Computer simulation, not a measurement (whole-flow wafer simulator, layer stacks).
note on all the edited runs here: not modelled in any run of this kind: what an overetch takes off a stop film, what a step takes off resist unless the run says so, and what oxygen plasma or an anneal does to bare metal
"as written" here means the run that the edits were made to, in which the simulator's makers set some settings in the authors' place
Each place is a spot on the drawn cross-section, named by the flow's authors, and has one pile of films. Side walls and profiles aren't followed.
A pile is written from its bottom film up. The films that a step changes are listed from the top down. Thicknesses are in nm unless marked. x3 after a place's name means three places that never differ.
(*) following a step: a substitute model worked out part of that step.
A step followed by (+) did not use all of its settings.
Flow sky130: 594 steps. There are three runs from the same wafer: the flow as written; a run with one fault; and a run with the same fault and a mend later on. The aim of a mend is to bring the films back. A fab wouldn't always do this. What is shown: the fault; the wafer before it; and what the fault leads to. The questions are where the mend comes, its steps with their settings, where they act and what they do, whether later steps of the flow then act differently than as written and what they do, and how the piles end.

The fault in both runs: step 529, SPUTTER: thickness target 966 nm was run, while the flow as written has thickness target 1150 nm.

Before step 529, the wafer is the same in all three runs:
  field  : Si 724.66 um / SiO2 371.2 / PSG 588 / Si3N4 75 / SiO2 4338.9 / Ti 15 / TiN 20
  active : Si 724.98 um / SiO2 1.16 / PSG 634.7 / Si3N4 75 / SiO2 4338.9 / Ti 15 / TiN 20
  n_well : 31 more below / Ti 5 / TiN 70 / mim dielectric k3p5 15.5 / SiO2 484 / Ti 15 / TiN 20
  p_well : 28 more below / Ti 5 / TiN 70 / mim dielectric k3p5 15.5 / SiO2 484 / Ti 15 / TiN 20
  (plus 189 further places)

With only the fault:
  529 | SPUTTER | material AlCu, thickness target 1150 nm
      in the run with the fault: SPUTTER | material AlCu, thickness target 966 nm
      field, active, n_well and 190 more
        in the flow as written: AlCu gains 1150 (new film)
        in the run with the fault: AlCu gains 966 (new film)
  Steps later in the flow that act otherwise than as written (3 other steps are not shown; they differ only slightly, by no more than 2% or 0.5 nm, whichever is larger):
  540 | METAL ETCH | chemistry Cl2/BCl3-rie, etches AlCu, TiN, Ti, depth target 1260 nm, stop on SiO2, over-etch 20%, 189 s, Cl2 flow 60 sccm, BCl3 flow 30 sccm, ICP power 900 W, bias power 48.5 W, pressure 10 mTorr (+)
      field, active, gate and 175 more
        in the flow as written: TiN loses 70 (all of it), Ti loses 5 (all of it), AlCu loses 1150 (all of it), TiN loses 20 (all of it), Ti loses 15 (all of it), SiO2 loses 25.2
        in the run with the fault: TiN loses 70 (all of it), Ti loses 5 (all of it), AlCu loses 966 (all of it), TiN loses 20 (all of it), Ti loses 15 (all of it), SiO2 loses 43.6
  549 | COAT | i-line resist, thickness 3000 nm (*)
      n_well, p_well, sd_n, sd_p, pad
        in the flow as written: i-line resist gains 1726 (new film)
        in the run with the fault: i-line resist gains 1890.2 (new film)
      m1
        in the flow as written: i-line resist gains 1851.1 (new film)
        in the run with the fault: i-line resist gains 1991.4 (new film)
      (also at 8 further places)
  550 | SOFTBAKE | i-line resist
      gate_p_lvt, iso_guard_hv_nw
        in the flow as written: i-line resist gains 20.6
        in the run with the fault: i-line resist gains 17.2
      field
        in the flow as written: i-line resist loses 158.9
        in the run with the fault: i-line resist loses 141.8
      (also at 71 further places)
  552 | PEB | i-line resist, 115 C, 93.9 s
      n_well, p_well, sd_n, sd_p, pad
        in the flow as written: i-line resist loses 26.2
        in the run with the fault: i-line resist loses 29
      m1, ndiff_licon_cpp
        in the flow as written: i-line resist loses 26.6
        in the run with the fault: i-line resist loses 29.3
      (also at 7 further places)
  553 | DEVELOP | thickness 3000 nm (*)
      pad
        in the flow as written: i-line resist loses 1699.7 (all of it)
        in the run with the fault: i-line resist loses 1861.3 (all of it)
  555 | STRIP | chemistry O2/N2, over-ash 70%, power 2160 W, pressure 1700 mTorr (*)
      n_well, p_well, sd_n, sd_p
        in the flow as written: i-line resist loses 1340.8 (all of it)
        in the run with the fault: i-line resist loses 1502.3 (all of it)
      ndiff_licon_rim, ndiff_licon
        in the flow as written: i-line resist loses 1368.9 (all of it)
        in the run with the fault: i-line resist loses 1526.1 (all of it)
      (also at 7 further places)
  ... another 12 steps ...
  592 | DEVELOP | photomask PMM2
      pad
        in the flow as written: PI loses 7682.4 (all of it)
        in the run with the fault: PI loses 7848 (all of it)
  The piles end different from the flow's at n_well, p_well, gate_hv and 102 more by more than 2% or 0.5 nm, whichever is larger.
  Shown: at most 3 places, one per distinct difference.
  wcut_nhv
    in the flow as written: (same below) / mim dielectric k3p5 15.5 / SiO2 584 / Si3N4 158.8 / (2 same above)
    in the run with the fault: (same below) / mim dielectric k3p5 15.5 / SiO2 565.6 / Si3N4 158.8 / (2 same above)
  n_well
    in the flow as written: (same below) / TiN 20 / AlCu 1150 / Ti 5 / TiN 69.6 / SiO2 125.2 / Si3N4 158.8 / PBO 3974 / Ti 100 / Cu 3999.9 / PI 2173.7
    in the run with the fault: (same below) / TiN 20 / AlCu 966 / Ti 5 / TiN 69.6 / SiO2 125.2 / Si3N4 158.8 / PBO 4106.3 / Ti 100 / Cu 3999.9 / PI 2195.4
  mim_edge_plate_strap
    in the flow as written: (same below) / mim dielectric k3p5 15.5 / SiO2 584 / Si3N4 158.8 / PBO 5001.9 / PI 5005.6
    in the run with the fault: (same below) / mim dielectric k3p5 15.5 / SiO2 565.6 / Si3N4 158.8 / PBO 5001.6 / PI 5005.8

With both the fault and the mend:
  The mend follows step 529.
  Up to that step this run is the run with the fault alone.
  529a | SPUTTER | material AlCu, thickness target 184 nm (the flow's step 529, run once more with other settings)
      field, active, n_well and 190 more
        AlCu gains 184
  Later steps of the flow that are run all act as written at every place that is followed.
  The piles end the same as the flow's at every place that both follow.
